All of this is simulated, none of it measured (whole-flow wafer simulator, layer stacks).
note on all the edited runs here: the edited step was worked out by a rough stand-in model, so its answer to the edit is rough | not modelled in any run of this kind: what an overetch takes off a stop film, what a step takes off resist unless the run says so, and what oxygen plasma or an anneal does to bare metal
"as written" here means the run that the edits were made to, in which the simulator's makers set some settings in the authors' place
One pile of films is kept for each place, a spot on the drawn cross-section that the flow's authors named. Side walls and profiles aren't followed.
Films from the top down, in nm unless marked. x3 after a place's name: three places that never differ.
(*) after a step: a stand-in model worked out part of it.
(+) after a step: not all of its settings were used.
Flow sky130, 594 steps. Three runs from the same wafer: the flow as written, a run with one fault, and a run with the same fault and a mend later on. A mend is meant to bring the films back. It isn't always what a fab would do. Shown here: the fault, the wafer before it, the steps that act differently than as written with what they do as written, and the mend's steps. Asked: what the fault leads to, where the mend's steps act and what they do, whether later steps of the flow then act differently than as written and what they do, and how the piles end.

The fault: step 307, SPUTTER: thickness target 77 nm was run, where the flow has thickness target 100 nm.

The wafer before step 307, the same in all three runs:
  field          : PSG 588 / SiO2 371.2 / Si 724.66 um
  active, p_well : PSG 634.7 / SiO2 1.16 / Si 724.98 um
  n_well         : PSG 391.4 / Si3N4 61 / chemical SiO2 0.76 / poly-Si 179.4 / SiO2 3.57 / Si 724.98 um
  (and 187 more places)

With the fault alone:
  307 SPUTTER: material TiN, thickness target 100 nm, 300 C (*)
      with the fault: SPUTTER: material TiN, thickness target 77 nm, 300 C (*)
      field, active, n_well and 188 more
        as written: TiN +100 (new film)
        with the fault: TiN +77 (new film)
  Later steps of the flow that act differently than as written (1 more step differs only slightly, by at most 2% or 0.5 nm, whichever is larger, and isn't shown):
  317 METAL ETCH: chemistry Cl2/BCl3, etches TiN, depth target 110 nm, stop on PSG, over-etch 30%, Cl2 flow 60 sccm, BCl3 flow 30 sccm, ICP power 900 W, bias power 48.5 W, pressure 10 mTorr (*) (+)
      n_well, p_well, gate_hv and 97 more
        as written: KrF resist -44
        with the fault: KrF resist -39.3
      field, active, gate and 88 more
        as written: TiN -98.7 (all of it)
        with the fault: TiN -75.7 (all of it)
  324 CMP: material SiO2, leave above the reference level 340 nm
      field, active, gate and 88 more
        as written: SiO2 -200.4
        with the fault: SiO2 -223.4
  At the end the piles differ from the flow's by more than 2% or 0.5 nm, whichever is larger, at n_well, p_well, gate_hv and 110 more.
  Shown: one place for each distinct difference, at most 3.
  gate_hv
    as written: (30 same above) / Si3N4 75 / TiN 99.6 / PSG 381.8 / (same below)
    with the fault: (30 same above) / Si3N4 75 / TiN 76.6 / PSG 381.8 / (same below)
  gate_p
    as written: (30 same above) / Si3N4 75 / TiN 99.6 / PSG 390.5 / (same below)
    with the fault: (30 same above) / Si3N4 75 / TiN 76.6 / PSG 390.5 / (same below)
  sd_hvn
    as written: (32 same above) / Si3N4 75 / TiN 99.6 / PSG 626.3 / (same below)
    with the fault: (32 same above) / Si3N4 75 / TiN 76.6 / PSG 626.3 / (same below)

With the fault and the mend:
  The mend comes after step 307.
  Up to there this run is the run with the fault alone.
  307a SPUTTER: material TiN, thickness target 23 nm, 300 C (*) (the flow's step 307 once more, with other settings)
      field, active, n_well and 188 more
        TiN +23
  No later step of the flow acts differently than as written, at any place that is followed, by more than 2% or 0.5 nm, whichever is larger.
  At the end the piles are the same as the flow's at every place that both follow.
